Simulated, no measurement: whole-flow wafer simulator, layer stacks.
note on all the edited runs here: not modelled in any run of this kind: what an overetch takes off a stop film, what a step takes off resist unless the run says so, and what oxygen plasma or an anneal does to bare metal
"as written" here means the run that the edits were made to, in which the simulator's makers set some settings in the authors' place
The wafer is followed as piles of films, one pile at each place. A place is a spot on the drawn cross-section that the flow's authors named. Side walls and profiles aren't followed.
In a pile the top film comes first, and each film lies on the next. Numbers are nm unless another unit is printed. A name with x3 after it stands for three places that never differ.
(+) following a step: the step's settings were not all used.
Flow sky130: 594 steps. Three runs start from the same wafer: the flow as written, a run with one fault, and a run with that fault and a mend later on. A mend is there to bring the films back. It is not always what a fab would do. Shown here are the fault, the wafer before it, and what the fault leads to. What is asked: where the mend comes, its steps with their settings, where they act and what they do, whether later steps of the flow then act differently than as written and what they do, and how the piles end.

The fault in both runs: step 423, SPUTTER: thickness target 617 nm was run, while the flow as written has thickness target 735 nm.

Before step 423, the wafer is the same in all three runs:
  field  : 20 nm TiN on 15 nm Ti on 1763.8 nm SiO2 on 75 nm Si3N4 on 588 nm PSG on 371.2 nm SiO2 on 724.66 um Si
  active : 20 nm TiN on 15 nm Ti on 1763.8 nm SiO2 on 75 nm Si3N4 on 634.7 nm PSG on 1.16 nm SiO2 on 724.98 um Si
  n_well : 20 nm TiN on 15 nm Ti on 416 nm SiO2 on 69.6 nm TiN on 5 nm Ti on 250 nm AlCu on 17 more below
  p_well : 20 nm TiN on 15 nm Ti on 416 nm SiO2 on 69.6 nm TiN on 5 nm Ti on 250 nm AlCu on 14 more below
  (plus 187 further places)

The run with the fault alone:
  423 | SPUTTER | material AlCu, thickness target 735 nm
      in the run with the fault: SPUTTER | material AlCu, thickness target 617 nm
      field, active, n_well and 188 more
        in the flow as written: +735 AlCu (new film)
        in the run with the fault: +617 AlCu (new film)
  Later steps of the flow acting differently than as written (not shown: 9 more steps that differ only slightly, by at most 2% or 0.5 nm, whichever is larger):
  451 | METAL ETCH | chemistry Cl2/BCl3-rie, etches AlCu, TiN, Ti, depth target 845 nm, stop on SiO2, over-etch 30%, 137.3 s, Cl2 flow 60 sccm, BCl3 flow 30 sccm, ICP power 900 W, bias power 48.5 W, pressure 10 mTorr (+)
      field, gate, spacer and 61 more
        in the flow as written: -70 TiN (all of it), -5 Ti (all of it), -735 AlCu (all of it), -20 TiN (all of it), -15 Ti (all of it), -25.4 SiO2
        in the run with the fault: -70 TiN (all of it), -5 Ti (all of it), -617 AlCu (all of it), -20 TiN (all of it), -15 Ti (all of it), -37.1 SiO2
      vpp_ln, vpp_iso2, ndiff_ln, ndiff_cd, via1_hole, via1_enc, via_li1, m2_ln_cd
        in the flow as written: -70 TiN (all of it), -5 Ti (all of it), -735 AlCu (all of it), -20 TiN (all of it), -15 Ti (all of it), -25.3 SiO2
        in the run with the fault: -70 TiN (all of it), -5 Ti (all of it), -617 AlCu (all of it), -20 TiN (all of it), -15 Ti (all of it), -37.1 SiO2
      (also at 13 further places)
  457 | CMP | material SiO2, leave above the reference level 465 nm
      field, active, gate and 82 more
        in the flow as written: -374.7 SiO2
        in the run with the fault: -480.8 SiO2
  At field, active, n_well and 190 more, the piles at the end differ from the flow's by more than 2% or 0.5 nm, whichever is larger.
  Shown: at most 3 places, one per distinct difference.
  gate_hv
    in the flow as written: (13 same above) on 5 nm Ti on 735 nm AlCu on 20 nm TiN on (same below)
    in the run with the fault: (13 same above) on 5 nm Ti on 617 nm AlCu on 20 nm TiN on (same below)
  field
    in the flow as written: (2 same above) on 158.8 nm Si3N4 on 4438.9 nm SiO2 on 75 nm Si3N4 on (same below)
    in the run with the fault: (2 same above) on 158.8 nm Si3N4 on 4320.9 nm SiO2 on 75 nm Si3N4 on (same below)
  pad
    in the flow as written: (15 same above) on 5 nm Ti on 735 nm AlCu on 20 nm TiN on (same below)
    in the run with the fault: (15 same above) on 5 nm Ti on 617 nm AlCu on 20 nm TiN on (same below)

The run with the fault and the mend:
  The mend follows step 423.
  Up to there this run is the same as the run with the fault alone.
  423a | SPUTTER | material AlCu, thickness target 118 nm (a further turn of the flow's step 423, with different settings)
      field, active, n_well and 188 more
        +118 AlCu
  Later steps of the flow that are run all act as written at every place that is followed.
  The piles end the same as the flow's at every place that both follow.
